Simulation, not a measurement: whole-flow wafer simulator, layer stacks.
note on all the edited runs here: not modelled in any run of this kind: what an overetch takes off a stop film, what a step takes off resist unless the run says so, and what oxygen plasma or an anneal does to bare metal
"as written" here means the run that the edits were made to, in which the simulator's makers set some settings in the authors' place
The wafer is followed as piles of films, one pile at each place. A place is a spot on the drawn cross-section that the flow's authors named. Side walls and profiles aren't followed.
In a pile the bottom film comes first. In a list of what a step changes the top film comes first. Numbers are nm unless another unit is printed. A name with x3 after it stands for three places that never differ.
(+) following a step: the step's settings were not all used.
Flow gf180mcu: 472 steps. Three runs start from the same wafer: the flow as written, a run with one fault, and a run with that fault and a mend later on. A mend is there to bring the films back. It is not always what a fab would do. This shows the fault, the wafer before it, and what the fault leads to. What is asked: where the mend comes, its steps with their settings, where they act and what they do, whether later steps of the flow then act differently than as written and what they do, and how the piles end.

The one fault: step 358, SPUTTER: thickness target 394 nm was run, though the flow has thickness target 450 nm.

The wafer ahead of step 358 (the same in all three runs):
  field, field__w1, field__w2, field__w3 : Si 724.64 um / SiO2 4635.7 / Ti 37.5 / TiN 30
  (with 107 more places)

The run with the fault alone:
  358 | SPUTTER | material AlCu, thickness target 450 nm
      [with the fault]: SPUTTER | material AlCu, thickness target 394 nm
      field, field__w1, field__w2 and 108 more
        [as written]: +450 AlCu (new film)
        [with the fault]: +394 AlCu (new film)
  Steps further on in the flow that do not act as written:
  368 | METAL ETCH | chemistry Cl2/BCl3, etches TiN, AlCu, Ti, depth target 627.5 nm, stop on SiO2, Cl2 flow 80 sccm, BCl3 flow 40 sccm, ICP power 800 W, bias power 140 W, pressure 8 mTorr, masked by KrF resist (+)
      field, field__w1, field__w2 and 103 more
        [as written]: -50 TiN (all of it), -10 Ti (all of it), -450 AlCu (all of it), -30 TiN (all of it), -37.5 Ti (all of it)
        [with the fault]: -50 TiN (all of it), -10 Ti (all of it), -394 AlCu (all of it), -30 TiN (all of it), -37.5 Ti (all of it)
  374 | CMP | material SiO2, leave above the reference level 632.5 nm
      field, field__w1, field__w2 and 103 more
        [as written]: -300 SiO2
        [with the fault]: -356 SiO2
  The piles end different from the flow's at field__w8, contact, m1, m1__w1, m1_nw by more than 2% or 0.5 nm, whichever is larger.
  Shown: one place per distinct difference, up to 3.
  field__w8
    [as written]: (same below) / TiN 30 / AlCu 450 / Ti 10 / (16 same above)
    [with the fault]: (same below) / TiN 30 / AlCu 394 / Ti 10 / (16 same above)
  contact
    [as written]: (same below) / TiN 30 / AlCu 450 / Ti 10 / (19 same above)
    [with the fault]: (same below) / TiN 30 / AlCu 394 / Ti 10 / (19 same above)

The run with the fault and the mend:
  After step 358 comes the mend.
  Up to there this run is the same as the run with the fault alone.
  358a | SPUTTER | material AlCu, thickness target 56 nm (the flow's step 358 again, with other settings)
      field, field__w1, field__w2 and 108 more
        +56 AlCu
  Later steps of the flow that are run all act as written at every place that is followed.
  At every place that both follow, the piles at the end match the flow's.
